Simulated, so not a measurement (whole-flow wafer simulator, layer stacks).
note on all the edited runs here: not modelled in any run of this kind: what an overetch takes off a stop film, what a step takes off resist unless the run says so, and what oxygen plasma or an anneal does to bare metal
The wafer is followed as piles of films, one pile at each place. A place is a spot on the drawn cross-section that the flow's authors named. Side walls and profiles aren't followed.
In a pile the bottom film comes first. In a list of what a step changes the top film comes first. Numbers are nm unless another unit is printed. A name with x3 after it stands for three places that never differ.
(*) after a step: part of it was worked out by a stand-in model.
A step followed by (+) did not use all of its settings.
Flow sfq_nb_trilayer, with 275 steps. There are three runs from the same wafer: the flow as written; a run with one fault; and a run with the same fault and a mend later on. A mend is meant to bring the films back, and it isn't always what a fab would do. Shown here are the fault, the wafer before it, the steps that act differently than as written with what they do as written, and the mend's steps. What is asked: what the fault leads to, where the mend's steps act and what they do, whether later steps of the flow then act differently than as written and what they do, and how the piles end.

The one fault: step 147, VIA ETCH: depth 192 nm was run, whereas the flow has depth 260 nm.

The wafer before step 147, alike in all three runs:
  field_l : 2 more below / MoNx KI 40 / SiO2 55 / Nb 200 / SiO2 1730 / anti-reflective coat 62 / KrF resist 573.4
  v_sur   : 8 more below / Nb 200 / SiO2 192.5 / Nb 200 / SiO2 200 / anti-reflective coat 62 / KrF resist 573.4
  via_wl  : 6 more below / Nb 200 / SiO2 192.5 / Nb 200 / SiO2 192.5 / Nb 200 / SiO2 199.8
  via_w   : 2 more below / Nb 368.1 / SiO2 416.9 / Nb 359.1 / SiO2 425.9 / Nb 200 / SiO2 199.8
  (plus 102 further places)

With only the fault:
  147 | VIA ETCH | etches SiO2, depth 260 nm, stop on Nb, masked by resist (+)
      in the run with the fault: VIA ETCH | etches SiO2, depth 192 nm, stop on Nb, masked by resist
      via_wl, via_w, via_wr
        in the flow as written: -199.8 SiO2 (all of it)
        in the run with the fault: -192 SiO2
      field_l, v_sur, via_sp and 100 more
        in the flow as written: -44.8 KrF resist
        in the run with the fault: -33.1 KrF resist
  Later steps of the flow acting differently than as written (not shown: 11 more steps that differ only slightly, by at most 2% or 0.5 nm, whichever is larger):
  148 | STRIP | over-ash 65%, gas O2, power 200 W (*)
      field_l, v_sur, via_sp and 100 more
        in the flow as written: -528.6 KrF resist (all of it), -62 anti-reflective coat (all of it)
        in the run with the fault: -540.3 KrF resist (all of it), -62 anti-reflective coat (all of it)
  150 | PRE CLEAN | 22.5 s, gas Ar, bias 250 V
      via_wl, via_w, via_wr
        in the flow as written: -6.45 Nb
        in the run with the fault: -7.5 SiO2
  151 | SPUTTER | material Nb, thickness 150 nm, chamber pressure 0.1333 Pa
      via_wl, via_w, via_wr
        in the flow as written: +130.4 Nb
        in the run with the fault: +131.2 Nb (new film)
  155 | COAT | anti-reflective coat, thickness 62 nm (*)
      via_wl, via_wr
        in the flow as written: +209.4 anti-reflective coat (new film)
        in the run with the fault: +202.8 anti-reflective coat (new film)
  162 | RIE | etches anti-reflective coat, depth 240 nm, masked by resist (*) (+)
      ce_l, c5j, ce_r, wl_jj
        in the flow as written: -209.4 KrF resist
        in the run with the fault: -202.8 KrF resist
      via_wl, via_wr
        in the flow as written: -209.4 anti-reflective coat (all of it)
        in the run with the fault: -202.8 anti-reflective coat (all of it)
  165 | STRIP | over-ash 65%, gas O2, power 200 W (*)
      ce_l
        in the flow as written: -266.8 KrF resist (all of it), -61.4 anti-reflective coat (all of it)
        in the run with the fault: -273.4 KrF resist (all of it), -61.5 anti-reflective coat (all of it)
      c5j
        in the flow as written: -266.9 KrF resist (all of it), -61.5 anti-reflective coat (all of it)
        in the run with the fault: -273.5 KrF resist (all of it), -61.5 anti-reflective coat (all of it)
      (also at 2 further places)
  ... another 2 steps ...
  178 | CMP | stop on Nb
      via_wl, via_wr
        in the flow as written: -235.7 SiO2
        in the run with the fault: -243.2 SiO2
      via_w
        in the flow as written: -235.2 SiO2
        in the run with the fault: -242.8 SiO2
  The piles end different from the flow's at via_wl, via_w, via_wr by more than 2% or 0.5 nm, whichever is larger.
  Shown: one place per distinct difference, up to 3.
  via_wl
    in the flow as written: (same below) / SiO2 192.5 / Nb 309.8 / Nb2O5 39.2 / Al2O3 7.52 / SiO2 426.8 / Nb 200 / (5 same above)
    in the run with the fault: (same below) / SiO2 192.5 / Nb 200 / SiO2 0.34 / Nb 117.1 / Nb2O5 39.1 / Al2O3 7.54 / SiO2 419.3 / Nb 200 / (5 same above)
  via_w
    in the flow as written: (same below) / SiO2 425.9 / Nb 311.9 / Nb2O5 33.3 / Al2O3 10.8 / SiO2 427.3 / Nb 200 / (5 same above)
    in the run with the fault: (same below) / SiO2 425.9 / Nb 200 / SiO2 0.34 / Nb 119.2 / Nb2O5 33.2 / Al2O3 10.9 / SiO2 419.7 / Nb 200 / (5 same above)

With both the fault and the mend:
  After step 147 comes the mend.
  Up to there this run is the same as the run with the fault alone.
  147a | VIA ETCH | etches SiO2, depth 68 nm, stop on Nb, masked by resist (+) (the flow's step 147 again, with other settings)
      field_l, v_sur, via_sp and 100 more
        -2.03 KrF resist
      via_wl, via_w, via_wr
        -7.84 SiO2 (all of it)
  Every later step of the flow that is run acts as written, at every place that is followed, to within 2% or 0.5 nm, whichever is larger.
  By the end, the piles equal the flow's at every place that both follow.
